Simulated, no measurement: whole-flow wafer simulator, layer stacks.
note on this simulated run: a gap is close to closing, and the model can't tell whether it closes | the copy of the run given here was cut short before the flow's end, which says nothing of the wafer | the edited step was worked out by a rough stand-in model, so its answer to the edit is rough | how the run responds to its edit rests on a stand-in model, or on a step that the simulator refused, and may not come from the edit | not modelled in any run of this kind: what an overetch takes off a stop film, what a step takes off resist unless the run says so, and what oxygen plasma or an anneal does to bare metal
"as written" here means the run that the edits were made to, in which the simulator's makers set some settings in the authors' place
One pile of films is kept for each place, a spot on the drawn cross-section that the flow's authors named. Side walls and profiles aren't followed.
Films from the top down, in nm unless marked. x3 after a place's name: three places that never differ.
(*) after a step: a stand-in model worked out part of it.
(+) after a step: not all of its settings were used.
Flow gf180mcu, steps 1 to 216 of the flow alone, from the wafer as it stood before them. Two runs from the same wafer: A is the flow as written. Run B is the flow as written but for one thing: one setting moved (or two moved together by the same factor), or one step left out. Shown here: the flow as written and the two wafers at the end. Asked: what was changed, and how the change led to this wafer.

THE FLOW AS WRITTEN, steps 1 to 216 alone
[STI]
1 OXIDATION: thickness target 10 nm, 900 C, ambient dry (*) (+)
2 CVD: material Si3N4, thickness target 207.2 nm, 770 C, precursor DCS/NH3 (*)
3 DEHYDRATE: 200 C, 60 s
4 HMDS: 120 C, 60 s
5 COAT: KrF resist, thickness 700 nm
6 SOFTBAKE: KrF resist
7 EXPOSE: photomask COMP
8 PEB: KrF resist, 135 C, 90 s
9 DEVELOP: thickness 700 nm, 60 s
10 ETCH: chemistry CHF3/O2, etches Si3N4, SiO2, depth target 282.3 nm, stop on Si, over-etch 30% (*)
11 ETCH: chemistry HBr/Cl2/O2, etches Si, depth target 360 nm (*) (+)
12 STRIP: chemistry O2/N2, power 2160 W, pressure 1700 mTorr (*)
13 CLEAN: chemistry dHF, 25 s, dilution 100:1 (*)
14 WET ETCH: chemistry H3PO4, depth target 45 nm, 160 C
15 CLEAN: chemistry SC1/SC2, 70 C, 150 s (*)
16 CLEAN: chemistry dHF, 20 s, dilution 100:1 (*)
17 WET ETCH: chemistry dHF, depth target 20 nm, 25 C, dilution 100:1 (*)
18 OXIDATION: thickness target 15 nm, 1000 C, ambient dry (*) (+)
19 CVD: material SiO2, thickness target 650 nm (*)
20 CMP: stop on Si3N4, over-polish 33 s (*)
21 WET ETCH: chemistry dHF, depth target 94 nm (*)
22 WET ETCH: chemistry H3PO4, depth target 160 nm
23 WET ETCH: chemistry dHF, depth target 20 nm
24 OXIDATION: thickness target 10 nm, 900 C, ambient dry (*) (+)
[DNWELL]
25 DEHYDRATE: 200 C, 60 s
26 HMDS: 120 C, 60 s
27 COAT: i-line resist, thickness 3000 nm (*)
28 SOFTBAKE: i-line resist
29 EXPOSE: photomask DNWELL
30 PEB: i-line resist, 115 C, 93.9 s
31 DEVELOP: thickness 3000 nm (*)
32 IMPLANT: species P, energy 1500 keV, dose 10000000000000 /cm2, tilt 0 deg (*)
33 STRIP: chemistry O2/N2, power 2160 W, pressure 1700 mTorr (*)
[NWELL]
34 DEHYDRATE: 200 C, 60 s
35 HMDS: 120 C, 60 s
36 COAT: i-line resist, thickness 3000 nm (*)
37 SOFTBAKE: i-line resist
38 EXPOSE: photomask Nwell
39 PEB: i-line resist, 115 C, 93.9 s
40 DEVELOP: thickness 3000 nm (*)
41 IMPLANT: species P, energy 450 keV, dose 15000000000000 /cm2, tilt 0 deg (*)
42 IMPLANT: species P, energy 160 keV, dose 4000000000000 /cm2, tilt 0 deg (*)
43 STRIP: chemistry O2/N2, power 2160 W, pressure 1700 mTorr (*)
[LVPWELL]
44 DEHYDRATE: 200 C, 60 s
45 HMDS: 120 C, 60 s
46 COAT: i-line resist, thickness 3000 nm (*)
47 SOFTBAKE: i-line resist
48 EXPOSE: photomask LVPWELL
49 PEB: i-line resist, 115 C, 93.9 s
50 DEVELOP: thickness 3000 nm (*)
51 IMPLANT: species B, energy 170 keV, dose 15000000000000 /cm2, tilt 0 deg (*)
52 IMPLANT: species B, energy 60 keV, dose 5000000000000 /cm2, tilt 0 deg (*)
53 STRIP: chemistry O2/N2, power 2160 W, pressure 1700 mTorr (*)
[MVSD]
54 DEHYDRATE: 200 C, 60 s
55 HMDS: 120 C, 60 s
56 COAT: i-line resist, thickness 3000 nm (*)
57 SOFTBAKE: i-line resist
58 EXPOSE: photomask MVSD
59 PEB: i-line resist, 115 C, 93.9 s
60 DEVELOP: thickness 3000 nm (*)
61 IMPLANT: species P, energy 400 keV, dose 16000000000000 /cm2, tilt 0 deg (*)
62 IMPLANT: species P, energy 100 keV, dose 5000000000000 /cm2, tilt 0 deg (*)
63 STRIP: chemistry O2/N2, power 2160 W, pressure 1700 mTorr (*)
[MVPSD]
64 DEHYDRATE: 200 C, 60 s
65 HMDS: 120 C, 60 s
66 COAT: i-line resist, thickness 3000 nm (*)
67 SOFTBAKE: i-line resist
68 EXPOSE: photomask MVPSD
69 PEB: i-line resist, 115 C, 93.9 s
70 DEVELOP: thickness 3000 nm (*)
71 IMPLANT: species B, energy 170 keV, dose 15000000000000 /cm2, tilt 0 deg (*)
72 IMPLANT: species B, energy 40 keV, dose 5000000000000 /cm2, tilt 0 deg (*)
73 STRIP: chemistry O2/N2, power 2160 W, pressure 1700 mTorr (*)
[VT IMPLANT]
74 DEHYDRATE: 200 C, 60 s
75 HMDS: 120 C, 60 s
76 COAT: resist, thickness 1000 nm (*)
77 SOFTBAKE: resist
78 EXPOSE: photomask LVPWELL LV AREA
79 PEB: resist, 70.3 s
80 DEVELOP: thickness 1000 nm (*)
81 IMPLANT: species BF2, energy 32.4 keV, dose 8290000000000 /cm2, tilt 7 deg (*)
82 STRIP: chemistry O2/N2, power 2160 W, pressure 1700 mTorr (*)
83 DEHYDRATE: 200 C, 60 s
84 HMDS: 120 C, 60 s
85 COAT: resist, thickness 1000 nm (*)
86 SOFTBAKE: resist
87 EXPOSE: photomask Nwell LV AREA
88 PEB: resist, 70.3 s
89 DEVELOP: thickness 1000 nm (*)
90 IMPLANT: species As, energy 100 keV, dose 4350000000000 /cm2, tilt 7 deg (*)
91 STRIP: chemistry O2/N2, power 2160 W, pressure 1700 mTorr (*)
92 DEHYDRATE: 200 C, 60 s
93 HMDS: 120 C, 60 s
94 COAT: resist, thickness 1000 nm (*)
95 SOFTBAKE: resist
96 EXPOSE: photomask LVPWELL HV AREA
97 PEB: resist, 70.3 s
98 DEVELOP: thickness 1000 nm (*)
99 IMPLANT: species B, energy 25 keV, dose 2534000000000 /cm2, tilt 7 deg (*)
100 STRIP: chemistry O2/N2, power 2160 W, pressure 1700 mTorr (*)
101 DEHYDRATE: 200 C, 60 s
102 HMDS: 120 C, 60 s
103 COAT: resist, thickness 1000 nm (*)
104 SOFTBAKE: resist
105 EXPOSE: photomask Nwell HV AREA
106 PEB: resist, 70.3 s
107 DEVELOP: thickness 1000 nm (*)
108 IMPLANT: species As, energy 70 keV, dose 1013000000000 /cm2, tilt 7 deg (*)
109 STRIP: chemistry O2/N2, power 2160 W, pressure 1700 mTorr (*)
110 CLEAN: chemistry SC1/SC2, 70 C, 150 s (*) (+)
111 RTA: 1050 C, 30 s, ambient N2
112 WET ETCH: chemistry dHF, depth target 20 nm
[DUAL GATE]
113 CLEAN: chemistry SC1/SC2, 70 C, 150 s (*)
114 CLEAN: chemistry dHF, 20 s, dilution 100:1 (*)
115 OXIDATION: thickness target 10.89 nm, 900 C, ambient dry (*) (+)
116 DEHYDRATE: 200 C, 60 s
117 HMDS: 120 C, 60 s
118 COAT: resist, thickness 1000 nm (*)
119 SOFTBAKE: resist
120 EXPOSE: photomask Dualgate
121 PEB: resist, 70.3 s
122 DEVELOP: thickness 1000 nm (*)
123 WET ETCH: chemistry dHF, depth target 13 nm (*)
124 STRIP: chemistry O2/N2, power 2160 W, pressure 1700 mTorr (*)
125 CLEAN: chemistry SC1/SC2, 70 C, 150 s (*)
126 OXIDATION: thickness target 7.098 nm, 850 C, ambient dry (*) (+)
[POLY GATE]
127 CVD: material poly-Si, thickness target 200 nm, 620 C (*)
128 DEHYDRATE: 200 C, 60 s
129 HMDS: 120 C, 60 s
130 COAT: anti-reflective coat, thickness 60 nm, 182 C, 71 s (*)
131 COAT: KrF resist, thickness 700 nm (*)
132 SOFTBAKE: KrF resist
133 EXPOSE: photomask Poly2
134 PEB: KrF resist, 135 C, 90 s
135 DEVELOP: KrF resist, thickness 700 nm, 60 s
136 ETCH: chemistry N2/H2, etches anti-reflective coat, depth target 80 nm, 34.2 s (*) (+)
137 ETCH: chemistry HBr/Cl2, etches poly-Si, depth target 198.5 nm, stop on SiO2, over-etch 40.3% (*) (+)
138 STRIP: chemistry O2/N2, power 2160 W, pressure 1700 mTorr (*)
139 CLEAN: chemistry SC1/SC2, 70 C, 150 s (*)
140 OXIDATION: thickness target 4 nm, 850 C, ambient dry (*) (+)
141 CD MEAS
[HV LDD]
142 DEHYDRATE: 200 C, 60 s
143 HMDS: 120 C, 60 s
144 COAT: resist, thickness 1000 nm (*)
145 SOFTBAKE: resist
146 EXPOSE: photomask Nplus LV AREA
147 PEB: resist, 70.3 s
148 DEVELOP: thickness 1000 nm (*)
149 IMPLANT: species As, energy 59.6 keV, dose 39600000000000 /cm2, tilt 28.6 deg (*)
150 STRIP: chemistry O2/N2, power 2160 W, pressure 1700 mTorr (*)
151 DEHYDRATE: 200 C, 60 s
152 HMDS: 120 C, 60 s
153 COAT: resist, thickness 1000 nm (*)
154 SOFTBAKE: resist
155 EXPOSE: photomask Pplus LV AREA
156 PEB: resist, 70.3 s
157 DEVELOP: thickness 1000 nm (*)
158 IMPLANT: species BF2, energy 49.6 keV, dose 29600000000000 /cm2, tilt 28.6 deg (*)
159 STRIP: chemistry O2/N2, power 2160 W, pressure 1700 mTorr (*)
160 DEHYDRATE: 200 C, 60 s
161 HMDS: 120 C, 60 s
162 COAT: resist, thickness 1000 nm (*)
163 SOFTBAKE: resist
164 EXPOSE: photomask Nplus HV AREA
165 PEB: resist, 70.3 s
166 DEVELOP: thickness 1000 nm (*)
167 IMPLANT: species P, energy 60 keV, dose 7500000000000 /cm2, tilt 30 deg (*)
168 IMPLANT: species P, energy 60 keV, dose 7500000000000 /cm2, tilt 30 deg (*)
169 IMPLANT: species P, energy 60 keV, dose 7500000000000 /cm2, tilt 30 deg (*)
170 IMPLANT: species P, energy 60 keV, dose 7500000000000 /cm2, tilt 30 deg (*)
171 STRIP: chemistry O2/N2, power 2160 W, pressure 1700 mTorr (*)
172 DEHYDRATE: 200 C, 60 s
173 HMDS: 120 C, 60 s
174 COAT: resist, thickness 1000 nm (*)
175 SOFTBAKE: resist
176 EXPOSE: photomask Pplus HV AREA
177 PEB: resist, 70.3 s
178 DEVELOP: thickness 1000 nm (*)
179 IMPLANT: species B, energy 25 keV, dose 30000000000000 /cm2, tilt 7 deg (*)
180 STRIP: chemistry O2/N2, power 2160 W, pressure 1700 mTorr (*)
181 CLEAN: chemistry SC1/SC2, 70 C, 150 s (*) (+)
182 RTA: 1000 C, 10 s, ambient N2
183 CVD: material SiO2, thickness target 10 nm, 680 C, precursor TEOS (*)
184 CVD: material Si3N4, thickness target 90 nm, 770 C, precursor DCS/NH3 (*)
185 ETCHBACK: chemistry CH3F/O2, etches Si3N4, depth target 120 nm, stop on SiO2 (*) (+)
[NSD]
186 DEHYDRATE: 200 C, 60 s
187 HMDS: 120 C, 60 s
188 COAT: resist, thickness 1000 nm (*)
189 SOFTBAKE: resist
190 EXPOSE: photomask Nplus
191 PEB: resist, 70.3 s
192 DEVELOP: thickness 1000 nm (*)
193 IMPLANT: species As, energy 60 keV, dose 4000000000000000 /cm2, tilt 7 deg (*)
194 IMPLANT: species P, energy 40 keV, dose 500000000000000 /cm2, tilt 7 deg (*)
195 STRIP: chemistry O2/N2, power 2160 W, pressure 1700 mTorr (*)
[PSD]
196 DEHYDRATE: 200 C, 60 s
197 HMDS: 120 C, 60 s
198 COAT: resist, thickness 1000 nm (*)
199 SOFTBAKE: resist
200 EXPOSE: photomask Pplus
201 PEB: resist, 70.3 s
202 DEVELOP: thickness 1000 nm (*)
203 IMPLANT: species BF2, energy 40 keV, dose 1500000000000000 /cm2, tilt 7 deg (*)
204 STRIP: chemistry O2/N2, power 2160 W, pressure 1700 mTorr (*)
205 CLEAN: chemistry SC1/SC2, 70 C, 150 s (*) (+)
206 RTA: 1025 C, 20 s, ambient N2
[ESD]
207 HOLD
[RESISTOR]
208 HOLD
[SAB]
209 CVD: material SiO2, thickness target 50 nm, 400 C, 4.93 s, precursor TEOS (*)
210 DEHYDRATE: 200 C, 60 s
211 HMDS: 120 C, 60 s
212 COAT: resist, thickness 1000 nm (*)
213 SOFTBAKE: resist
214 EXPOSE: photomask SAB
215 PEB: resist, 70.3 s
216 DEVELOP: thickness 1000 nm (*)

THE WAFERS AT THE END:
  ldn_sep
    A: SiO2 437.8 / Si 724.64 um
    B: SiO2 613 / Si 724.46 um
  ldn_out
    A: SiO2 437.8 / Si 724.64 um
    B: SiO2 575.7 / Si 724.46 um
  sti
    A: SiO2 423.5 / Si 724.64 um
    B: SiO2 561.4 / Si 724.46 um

The cause: step 11, ETCH: depth target 536 nm was run, where the flow has depth target 360 nm.

How the change led to this, step by step:
  11 ETCH: chemistry HBr/Cl2/O2, etches Si, depth target 360 nm (*) (+)
      active, n_well, p_well and 40 more: A KrF resist -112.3 | B KrF resist -171
      field, field_sub, sti and 34 more: A Si -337 | B Si -513
  12 STRIP: chemistry O2/N2, power 2160 W, pressure 1700 mTorr (*)
      active, n_well, p_well and 40 more: A KrF resist -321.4 (all of it) | B KrF resist -262.7 (all of it)
  19 CVD: material SiO2, thickness target 650 nm (*)
      m1, ld_fp_n, ld_drift_n and 8 more: A SiO2 +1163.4 | B SiO2 +1339.4
  20 CMP: stop on Si3N4, over-polish 33 s (*)
      sti, mim_1p0 x3, iso_nw_fld and 9 more: A SiO2 -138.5 | B nothing
      nw_enc_fld, nw_enc_fld_lv: A SiO2 -142.5 | B nothing
      (and at 10 more places)
  28 SOFTBAKE: i-line resist
      n_well: A i-line resist +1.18 | B i-line resist -0.49
      gate_hv: A i-line resist +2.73 | B nothing
      (and at 61 more places)
  37 SOFTBAKE: i-line resist
      n_well: A i-line resist +1.18 | B i-line resist -0.49
      gate_hv: A i-line resist +2.73 | B nothing
      (and at 61 more places)
  47 SOFTBAKE: i-line resist
      n_well: A i-line resist +1.18 | B i-line resist -0.49
      gate_hv: A i-line resist +2.73 | B nothing
      (and at 61 more places)
  57 SOFTBAKE: i-line resist
      n_well: A i-line resist +1.18 | B i-line resist -0.49
      gate_hv: A i-line resist +2.73 | B nothing
      (and at 61 more places)
  67 SOFTBAKE: i-line resist
      n_well: A i-line resist +1.18 | B i-line resist -0.49
      gate_hv: A i-line resist +2.73 | B nothing
      (and at 61 more places)
  76 COAT: resist, thickness 1000 nm (*)
      p_well, spacer, sd_n: A resist +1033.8 (new film) | B resist +1002.8 (new film)
      nplus_u: A resist +1023.3 (new film) | B resist +1002.4 (new film)
      (and at 10 more places)
  77 SOFTBAKE: resist
      field__w3, ldn_fld: A resist -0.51 | B nothing
      sd_p_hv, ldp_gr: A resist +1.02 | B nothing
      (and at 41 more places)
  80 DEVELOP: thickness 1000 nm (*)
      p_well, spacer, sd_n: A resist -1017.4 (all of it) | B resist -986.9 (all of it)
      nplus_u: A resist -1007.3 (all of it) | B resist -986.5 (all of it)
      (and at 1 more place)
  82 STRIP: chemistry O2/N2, power 2160 W, pressure 1700 mTorr (*)
      pplus_u: A resist -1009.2 (all of it) | B resist -986.6 (all of it)
      iso_ntap_nw: A resist -1011.9 (all of it) | B resist -986.3 (all of it)
      (and at 9 more places)
  85 COAT: resist, thickness 1000 nm (*)
      p_well, spacer, sd_n: A resist +1033.8 (new film) | B resist +1002.8 (new film)
      nplus_u: A resist +1023.3 (new film) | B resist +1002.4 (new film)
      (and at 10 more places)
  86 SOFTBAKE: resist
      field__w3, ldn_fld: A resist -0.51 | B nothing
      sd_p_hv, ldp_gr: A resist +1.02 | B nothing
      (and at 41 more places)
  89 DEVELOP: thickness 1000 nm (*)
      pplus_u: A resist -1009.2 (all of it) | B resist -986.6 (all of it)
      iso_ntap_nw: A resist -1011.9 (all of it) | B resist -986.3 (all of it)
      (and at 1 more place)
  ... 52 more steps ...
  216 DEVELOP: thickness 1000 nm (*)
      p_well, sd_n: A resist -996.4 (all of it) | B resist -964.5 (all of it)
      field__w6: A resist -1026.2 (all of it) | B resist -1068.4 (all of it)
      (and at 31 more places)
